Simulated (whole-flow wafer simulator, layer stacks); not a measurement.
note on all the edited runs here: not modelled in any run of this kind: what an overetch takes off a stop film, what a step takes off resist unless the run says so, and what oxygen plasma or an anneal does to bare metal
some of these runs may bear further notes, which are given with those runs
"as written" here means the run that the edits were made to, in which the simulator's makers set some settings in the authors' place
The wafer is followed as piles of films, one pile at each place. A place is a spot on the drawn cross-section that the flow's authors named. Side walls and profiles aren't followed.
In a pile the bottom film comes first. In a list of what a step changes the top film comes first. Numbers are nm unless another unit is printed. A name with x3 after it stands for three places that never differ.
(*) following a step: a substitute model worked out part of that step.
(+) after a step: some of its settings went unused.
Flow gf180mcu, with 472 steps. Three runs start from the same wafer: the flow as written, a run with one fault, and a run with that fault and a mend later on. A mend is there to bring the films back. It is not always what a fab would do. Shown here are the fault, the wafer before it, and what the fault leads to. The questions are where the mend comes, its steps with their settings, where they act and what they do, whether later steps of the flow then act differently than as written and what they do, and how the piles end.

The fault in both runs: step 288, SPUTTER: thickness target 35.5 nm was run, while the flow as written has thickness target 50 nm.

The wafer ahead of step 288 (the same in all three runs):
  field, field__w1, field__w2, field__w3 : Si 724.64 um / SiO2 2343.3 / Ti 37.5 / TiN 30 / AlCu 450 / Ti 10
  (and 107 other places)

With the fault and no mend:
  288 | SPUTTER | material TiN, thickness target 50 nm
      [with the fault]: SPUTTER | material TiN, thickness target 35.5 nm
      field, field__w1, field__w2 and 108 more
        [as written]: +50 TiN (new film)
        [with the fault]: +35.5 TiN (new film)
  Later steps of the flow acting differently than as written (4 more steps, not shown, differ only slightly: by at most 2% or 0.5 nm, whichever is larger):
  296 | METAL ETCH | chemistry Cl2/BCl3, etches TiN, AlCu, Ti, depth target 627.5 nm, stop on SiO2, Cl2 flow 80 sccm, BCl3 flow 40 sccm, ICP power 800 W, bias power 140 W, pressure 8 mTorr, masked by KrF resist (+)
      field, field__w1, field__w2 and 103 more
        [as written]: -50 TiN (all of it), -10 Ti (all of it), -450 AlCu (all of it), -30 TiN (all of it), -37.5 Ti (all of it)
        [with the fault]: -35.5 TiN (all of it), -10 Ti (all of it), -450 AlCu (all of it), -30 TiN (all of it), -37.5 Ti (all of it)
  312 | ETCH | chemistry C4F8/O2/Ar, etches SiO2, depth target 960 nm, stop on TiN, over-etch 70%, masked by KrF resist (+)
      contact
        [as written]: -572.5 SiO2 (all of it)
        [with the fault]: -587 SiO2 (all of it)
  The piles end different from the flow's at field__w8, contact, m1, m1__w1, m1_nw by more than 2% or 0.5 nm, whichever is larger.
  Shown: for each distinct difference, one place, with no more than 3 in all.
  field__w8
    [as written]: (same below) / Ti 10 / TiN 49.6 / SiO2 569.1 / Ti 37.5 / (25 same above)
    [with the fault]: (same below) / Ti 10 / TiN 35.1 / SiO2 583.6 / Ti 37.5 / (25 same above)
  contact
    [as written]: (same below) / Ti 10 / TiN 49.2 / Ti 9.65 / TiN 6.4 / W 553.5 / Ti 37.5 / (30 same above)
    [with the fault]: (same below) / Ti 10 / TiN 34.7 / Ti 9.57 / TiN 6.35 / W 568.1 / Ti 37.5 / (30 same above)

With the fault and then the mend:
  The mend stands after step 295.
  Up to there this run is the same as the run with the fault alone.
  295a | STRIP | chemistry O2/N2, power 2160 W, pressure 1700 mTorr (*)
      field__w8, contact, m1, m1__w1, m1_nw
        -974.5 KrF resist (all of it)
  295b | SPUTTER | material TiN, thickness target 14.5 nm (a further turn of the flow's step 288, with different settings)
      field, field__w1, field__w2 and 108 more
        +14.5 TiN
  295c | HMDS | 120 C, 60 s (a further turn of the flow's step 290)
      alters no film at any place that is followed
  295d | COAT | KrF resist, thickness 1000 nm (a further turn of the flow's step 291)
      field, field__w1, field__w2 and 108 more
        +1000 KrF resist (new film)
  295e | SOFTBAKE | KrF resist (a further turn of the flow's step 292)
      alters no film at any place that is followed
  295f | EXPOSE | photomask Metal2 (a further turn of the flow's step 293)
      alters no film at any place that is followed
  295g | PEB | KrF resist, 135 C, 90 s (a further turn of the flow's step 294)
      field, field__w1, field__w2 and 108 more
        -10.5 KrF resist
  295h | DEVELOP | thickness 1000 nm, 60 s (a further turn of the flow's step 295)
      field, field__w1, field__w2 and 103 more
        -989.5 KrF resist (all of it)
      field__w8, contact, m1, m1__w1, m1_nw
        -14.9 KrF resist
  Every later step of the flow that is run acts as written at every place that is followed.
  At every place that both follow, the piles at the end match the flow's.
